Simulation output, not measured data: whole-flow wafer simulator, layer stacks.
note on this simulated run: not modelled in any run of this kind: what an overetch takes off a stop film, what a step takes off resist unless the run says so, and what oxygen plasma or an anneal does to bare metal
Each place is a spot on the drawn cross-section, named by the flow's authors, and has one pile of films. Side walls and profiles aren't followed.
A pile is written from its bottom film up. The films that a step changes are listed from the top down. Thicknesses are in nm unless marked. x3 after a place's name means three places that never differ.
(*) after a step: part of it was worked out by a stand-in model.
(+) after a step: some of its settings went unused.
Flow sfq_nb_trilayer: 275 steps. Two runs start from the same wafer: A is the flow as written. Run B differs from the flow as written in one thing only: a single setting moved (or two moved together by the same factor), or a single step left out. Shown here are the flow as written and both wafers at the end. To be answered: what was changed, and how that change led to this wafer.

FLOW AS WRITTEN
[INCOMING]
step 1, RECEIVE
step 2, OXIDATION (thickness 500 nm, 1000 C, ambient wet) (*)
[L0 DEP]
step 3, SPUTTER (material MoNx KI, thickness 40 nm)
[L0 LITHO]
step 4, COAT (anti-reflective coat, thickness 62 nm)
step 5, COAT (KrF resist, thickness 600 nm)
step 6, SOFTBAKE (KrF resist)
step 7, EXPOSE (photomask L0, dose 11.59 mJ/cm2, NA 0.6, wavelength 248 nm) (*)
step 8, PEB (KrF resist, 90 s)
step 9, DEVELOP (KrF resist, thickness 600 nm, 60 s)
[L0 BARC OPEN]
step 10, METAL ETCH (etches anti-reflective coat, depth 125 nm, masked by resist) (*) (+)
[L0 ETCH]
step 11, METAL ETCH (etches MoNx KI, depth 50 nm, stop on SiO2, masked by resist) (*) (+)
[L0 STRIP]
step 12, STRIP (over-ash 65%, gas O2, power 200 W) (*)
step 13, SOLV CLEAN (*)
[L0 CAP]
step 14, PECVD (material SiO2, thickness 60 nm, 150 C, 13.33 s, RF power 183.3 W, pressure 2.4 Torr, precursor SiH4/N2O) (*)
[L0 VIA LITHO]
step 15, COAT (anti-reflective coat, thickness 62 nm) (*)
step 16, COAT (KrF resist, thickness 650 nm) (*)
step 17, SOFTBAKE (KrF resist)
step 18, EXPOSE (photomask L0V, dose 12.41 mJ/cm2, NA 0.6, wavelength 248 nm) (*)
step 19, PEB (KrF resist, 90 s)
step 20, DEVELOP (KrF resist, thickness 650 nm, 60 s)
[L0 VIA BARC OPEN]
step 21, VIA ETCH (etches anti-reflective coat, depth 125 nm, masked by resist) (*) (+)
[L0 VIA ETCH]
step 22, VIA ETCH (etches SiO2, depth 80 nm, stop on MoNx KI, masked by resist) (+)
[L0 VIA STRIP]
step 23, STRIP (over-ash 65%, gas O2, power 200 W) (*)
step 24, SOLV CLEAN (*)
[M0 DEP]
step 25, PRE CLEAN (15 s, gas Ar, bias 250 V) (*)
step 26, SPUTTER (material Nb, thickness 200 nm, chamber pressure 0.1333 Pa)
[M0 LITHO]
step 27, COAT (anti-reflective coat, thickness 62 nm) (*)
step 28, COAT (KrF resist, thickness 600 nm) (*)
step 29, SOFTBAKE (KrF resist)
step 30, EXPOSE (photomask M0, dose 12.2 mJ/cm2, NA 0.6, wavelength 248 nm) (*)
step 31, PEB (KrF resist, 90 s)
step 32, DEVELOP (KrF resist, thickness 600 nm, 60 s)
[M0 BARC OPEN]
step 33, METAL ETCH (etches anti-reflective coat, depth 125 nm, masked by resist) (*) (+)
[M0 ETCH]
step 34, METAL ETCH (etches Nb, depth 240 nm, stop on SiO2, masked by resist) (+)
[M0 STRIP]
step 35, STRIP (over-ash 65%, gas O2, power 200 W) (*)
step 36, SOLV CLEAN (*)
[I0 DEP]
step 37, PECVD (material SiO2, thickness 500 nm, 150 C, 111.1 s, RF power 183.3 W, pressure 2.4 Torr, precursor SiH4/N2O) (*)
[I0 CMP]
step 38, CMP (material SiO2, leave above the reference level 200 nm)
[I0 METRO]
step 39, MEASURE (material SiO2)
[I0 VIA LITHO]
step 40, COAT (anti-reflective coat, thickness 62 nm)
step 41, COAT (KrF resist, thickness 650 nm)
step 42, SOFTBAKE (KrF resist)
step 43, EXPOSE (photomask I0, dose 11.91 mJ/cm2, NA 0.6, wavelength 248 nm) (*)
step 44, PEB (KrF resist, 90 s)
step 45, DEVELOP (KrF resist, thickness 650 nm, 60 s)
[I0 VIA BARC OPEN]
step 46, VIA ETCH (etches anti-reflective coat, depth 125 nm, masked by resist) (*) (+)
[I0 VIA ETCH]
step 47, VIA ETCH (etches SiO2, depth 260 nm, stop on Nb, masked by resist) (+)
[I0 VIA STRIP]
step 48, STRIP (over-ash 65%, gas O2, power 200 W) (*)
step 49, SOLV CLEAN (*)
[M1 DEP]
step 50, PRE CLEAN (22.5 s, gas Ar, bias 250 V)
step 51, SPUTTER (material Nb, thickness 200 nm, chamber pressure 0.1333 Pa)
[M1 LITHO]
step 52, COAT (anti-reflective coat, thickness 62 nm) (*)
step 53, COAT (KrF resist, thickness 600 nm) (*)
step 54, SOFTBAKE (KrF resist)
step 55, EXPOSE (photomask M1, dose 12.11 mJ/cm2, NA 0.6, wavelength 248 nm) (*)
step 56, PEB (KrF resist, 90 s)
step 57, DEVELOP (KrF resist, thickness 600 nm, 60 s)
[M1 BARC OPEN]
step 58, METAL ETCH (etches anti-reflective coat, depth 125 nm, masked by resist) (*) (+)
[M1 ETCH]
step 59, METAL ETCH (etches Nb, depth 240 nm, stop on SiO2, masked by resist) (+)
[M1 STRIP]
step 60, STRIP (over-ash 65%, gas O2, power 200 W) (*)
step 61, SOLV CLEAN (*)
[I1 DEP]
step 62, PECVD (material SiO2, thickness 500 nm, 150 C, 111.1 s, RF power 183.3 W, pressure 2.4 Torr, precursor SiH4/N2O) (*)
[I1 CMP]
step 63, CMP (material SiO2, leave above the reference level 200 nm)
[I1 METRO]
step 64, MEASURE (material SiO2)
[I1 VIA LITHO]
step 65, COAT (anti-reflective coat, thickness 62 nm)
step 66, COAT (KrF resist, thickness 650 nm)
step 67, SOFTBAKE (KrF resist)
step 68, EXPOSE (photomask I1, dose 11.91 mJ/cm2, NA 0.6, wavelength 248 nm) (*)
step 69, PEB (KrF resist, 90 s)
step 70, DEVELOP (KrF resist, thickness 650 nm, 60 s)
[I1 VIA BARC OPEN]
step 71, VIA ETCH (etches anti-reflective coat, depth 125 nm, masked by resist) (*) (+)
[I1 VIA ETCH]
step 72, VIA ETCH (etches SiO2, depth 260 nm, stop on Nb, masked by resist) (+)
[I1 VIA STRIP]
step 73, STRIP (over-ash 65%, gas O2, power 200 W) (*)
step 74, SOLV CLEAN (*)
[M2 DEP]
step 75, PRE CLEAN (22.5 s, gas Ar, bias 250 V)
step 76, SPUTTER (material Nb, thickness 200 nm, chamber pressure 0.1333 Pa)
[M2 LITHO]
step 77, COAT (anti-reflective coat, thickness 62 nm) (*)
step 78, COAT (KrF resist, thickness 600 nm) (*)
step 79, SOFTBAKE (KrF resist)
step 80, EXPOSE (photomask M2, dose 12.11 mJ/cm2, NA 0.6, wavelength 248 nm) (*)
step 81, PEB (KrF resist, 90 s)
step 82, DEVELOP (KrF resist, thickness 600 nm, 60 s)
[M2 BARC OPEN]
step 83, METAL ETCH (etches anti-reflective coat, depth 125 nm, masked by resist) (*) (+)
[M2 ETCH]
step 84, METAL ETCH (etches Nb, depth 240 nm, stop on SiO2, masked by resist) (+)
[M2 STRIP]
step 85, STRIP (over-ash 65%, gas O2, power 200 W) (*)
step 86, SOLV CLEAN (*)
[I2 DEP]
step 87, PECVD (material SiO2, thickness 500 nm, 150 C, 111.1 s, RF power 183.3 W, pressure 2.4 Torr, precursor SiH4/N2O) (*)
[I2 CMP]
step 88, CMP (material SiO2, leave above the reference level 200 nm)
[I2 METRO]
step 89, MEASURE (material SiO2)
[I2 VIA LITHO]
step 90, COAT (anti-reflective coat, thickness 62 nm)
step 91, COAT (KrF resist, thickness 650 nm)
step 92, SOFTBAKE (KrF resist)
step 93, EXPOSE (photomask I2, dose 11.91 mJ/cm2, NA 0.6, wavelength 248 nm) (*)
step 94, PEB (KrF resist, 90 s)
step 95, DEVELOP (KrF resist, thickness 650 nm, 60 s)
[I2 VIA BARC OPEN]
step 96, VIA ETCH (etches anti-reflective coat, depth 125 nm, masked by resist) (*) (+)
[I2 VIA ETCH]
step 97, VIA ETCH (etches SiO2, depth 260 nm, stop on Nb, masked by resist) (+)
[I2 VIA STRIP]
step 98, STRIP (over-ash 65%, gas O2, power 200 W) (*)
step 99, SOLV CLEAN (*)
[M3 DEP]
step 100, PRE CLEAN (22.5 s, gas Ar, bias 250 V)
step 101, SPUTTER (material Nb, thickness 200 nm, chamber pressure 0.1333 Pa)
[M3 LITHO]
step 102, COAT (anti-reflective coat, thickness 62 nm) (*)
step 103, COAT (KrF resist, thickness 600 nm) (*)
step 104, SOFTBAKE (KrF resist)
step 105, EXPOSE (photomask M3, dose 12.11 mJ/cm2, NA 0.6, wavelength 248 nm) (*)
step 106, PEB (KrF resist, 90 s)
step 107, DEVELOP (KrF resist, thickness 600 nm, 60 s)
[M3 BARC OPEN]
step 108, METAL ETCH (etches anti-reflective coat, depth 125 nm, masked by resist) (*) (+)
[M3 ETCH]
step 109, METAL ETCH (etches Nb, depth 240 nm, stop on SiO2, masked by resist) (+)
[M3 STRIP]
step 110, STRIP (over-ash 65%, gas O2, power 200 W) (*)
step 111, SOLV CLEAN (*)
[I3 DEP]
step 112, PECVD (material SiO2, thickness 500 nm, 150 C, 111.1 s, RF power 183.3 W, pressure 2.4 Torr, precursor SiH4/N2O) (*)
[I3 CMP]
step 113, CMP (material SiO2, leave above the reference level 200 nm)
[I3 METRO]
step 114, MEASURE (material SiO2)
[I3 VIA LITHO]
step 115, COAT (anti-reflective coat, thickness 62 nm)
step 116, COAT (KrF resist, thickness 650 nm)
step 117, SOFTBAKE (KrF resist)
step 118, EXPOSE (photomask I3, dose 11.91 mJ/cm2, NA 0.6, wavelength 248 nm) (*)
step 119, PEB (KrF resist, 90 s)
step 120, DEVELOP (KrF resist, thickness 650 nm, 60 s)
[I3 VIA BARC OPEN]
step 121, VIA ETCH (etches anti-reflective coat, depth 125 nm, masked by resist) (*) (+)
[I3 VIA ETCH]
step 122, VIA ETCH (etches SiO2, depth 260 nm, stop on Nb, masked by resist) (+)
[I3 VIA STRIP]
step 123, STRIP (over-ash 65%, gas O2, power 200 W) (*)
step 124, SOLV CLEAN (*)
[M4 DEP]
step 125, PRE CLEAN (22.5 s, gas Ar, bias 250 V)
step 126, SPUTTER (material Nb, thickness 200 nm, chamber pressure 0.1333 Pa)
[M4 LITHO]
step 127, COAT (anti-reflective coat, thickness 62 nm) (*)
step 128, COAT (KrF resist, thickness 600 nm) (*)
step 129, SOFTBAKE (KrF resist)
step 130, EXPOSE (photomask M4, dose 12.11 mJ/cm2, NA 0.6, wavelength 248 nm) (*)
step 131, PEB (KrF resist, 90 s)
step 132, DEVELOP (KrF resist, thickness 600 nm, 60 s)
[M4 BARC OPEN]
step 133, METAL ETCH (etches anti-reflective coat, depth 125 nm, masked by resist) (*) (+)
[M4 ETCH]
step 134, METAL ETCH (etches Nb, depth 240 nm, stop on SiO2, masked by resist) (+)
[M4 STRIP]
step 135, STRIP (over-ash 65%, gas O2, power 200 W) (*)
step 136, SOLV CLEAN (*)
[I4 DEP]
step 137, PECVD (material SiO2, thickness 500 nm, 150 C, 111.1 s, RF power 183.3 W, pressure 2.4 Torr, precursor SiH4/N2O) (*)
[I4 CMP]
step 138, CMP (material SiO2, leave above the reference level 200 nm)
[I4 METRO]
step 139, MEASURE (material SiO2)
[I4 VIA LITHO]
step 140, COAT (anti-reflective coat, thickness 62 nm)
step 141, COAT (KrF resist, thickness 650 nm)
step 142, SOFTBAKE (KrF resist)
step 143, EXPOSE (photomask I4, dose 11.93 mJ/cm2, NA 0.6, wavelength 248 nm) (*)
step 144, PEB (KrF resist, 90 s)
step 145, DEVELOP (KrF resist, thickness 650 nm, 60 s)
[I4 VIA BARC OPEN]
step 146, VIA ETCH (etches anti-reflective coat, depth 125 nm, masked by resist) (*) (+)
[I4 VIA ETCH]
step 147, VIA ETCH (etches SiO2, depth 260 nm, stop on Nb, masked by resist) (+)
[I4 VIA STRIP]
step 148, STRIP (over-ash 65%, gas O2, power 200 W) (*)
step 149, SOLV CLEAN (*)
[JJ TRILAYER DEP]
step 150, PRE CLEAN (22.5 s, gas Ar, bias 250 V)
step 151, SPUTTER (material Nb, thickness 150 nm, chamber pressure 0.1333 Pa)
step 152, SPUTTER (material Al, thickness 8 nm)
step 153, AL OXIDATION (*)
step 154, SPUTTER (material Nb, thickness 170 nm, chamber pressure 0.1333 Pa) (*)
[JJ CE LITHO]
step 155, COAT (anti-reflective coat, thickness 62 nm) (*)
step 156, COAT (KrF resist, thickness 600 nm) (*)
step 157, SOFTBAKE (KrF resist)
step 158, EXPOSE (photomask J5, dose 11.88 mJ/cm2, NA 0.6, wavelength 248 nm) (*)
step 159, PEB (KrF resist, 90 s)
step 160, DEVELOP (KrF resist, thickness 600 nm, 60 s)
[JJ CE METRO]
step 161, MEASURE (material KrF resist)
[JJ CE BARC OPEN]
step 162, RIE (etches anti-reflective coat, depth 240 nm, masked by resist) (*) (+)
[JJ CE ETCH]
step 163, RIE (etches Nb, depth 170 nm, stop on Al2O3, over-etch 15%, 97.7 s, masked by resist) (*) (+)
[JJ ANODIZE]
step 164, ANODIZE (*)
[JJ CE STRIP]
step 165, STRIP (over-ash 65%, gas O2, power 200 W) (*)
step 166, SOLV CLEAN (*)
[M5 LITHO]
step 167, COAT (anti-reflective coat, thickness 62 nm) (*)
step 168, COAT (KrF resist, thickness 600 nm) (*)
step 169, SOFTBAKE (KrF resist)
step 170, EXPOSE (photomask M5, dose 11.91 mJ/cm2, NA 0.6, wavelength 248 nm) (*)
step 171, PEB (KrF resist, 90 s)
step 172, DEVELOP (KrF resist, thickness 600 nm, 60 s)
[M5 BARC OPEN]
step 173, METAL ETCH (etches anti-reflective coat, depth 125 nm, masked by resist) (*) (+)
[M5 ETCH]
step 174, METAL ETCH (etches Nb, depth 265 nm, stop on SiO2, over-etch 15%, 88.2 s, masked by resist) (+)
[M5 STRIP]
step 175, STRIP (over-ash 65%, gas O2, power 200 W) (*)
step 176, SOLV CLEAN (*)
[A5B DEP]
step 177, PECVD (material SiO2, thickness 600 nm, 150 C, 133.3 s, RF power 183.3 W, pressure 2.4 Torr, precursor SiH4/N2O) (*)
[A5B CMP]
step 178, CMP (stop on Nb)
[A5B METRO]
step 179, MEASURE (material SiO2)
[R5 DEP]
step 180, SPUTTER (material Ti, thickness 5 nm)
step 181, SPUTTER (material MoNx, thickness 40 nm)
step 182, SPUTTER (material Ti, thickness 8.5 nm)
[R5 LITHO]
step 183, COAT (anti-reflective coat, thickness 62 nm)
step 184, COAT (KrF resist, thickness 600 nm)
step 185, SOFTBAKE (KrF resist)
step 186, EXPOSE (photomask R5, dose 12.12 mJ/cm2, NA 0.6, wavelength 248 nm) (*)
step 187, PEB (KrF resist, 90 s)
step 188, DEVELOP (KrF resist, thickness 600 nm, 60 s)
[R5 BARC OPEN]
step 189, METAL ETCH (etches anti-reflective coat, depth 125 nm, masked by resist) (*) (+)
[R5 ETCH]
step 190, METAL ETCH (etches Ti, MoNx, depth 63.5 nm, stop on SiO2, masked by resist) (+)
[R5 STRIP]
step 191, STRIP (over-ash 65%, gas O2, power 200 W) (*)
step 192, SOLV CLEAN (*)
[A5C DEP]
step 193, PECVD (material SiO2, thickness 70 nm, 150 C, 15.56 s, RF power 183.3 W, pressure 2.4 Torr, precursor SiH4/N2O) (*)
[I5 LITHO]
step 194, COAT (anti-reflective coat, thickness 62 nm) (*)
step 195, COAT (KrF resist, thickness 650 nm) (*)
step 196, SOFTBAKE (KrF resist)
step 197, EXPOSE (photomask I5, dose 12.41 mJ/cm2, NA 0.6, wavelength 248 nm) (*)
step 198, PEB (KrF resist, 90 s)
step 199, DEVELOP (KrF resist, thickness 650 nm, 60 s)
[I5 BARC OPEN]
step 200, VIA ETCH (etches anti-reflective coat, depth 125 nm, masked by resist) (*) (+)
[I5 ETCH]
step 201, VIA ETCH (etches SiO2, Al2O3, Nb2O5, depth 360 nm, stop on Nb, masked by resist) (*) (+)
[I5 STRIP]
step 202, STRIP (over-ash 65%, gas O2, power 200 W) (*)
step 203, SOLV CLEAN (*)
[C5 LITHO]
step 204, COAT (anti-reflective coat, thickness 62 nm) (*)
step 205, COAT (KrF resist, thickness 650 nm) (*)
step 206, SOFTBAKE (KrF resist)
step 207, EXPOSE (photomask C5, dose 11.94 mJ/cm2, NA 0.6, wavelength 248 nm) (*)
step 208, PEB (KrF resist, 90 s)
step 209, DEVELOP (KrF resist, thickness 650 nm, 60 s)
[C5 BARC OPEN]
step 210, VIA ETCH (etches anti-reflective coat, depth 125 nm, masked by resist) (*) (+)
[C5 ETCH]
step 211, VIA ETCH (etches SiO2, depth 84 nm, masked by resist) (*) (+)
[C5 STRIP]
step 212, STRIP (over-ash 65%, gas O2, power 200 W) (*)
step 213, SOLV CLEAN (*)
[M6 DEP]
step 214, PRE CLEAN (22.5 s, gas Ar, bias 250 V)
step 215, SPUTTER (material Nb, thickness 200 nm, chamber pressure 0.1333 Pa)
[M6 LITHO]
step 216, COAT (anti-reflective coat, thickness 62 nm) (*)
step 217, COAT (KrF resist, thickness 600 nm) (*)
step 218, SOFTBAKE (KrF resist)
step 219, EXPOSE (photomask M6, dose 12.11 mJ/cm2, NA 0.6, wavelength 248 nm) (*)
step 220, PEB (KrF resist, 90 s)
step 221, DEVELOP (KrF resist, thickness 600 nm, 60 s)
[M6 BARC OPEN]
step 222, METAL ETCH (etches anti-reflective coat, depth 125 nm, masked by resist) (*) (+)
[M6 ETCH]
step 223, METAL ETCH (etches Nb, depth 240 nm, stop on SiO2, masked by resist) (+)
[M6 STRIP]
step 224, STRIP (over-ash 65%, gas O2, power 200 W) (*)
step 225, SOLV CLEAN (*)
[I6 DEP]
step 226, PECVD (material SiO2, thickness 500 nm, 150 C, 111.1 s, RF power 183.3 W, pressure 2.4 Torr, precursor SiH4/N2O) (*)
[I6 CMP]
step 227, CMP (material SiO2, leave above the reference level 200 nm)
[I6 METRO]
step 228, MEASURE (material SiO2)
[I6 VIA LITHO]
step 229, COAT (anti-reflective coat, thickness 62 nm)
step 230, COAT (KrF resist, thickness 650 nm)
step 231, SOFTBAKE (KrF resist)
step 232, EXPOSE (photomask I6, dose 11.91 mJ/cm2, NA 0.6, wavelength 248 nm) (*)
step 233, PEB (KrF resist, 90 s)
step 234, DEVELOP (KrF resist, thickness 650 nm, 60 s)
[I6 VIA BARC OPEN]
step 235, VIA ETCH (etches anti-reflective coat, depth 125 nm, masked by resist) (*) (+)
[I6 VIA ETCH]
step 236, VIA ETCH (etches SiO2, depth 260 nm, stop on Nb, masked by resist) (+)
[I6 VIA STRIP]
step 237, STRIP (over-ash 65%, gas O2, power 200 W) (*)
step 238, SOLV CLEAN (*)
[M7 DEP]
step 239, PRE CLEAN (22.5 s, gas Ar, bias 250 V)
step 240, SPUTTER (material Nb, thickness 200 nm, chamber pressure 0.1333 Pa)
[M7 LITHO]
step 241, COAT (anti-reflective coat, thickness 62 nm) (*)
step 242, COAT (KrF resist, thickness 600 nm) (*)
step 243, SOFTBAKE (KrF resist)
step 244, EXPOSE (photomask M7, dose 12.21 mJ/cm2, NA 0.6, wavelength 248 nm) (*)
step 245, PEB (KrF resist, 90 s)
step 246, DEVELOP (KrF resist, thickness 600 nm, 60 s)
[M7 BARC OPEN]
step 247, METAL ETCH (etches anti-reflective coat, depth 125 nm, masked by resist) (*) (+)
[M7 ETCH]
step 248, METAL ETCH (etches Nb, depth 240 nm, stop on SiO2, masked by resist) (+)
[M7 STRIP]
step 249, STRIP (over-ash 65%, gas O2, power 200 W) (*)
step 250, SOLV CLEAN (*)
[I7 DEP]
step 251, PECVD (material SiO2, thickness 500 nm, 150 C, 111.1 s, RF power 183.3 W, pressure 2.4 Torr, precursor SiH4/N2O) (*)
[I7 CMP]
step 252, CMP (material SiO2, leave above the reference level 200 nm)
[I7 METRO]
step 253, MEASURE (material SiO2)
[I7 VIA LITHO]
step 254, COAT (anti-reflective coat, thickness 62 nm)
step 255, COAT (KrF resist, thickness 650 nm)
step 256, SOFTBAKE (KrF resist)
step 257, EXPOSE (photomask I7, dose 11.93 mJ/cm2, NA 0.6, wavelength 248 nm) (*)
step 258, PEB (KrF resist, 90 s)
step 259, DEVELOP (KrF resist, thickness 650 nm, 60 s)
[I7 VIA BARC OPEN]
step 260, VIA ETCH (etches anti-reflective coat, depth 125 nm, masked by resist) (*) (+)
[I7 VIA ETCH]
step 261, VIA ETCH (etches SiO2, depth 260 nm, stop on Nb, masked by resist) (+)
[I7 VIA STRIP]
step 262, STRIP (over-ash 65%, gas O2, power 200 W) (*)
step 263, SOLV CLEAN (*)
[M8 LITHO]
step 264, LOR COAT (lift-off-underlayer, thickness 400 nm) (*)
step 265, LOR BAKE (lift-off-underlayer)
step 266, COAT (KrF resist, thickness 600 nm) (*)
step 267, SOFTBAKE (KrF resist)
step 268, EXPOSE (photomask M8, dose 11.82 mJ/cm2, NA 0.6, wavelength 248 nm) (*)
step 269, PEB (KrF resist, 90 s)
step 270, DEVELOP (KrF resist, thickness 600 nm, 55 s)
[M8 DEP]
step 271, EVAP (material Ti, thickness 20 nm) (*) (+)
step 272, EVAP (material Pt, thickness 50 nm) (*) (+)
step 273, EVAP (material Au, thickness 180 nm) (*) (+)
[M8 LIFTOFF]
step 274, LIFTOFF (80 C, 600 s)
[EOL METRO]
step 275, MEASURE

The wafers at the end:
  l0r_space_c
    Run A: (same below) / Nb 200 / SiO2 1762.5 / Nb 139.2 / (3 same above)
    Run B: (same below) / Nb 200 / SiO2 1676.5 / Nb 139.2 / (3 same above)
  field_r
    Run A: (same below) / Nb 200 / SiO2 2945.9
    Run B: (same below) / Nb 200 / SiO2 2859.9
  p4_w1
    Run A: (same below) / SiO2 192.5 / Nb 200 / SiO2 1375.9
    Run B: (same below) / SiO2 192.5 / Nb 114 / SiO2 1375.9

Cause: step 126, SPUTTER: thickness 114 nm was run, while the flow as written has thickness 200 nm.
The wafer itself shows it: p4_w1 has Nb 114, and step 126 as written asks for 200 nm.

How this came from the change, step by step:
  step 126, SPUTTER (material Nb, thickness 200 nm, chamber pressure 0.1333 Pa)
      field_l, v_sur, via_wl and 102 more: A +200 Nb (new film) | B +114 Nb (new film)
      via_v: A +165.5 Nb | B +94 Nb
  step 127, COAT (anti-reflective coat, thickness 62 nm) (*)
      via_v: A +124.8 anti-reflective coat (new film) | B +120.3 anti-reflective coat (new film)
  step 134, METAL ETCH (etches Nb, depth 240 nm, stop on SiO2, masked by resist) (+)
      field_l, be, be_sur and 64 more: A -200 Nb (all of it) | B -114 Nb (all of it)
      v_sur, via_wl, via_w and 36 more: A -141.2 KrF resist | B -100.6 KrF resist
  step 135, STRIP (over-ash 65%, gas O2, power 200 W) (*)
      p4_fl, p4_fm, p4_w1 and 26 more: A -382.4 KrF resist (all of it), -62 anti-reflective coat (all of it) | B -423 KrF resist (all of it), -62 anti-reflective coat (all of it)
      ln_m5, lsp_m, ln_m6: A -381.9 KrF resist (all of it), -61.8 anti-reflective coat (all of it) | B -422.5 KrF resist (all of it), -61.8 anti-reflective coat (all of it)
      (as well as at 7 more places)
  step 137, PECVD (material SiO2, thickness 500 nm, 150 C, 111.1 s, RF power 183.3 W, pressure 2.4 Torr, precursor SiH4/N2O) (*)
      p3_s0, p3_s1, p3_s2, p3_s3, p3_s4, p3_s5: A +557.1 SiO2 | B +500 SiO2
      via_v: A +615 SiO2 (new film) | B +591.6 SiO2 (new film)
  step 138, CMP (material SiO2, leave above the reference level 200 nm)
      field_l, be, be_sur and 55 more: A -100 SiO2 | B -186 SiO2
      p3_s0, p3_s1, p3_s2, p3_s3, p3_s4, p3_s5: A -157.1 SiO2 | B -186 SiO2
      (as well as at 4 more places)
